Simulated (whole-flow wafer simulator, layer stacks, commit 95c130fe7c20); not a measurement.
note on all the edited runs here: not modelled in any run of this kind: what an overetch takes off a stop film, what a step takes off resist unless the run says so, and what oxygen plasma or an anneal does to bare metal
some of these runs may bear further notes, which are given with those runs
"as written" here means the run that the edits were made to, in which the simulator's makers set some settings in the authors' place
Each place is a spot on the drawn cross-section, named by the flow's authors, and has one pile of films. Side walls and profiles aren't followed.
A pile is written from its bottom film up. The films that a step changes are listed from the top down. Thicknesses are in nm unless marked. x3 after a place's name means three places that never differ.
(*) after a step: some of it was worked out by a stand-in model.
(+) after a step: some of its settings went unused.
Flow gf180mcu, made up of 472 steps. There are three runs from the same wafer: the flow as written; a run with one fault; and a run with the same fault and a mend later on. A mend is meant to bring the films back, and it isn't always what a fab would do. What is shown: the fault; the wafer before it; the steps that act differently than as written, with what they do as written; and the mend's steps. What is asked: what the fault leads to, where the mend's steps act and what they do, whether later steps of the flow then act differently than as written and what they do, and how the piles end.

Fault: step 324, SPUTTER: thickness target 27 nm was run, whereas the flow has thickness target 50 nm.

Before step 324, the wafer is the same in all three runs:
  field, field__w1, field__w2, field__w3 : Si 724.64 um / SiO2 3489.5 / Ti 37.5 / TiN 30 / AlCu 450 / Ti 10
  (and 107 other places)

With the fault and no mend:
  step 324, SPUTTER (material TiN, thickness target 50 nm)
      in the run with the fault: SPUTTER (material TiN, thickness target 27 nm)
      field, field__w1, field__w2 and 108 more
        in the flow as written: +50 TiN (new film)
        in the run with the fault: +27 TiN (new film)
  Later steps of the flow acting differently than as written (2 other steps are not shown; they differ only slightly, by no more than 2% or 0.5 nm, whichever is larger):
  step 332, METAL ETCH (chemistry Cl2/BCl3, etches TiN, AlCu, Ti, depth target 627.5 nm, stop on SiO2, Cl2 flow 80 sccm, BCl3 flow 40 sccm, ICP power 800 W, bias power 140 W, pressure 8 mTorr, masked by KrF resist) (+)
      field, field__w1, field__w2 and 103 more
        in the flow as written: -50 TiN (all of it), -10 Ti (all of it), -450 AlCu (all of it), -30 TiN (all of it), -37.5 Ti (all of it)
        in the run with the fault: -27 TiN (all of it), -10 Ti (all of it), -450 AlCu (all of it), -30 TiN (all of it), -37.5 Ti (all of it)
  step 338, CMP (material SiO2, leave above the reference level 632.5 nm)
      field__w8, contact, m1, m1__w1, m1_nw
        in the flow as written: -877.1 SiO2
        in the run with the fault: -854.1 SiO2
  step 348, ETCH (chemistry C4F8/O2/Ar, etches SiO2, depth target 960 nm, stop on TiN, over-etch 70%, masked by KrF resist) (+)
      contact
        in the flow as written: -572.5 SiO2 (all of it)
        in the run with the fault: -595.5 SiO2 (all of it)
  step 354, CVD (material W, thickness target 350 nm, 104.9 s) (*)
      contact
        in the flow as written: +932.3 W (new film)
        in the run with the fault: +955.5 W (new film)
  The piles end different from the flow's at field__w8, contact, m1, m1__w1, m1_nw by more than 2% or 0.5 nm, whichever is larger.
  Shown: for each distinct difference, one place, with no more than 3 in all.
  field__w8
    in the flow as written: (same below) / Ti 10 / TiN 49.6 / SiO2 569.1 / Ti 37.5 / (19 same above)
    in the run with the fault: (same below) / Ti 10 / TiN 26.6 / SiO2 592.1 / Ti 37.5 / (19 same above)
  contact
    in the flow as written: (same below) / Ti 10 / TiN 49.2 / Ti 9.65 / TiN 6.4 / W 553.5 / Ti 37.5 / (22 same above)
    in the run with the fault: (same below) / Ti 10 / TiN 26.2 / Ti 9.52 / TiN 6.32 / W 576.7 / Ti 37.5 / (22 same above)

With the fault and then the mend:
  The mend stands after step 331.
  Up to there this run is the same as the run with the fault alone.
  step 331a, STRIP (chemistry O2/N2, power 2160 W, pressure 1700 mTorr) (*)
      field__w8, contact, m1, m1__w1, m1_nw
        -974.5 KrF resist (all of it)
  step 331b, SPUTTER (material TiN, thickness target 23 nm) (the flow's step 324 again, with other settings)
      field, field__w1, field__w2 and 108 more
        +23 TiN
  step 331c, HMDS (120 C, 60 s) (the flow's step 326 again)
      leaves every film unchanged at each place that is followed
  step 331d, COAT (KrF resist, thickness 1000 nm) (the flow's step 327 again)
      field, field__w1, field__w2 and 108 more
        +1000 KrF resist (new film)
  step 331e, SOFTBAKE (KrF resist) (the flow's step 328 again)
      leaves every film unchanged at each place that is followed
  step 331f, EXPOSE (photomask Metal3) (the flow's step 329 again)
      leaves every film unchanged at each place that is followed
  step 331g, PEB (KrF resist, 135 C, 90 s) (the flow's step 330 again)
      field, field__w1, field__w2 and 108 more
        -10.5 KrF resist
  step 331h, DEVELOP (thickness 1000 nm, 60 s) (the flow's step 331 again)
      field, field__w1, field__w2 and 103 more
        -989.5 KrF resist (all of it)
      field__w8, contact, m1, m1__w1, m1_nw
        -14.9 KrF resist
  Later steps of the flow that are run all act as written at every place that is followed.
  The piles end the same as the flow's at every place that both follow.
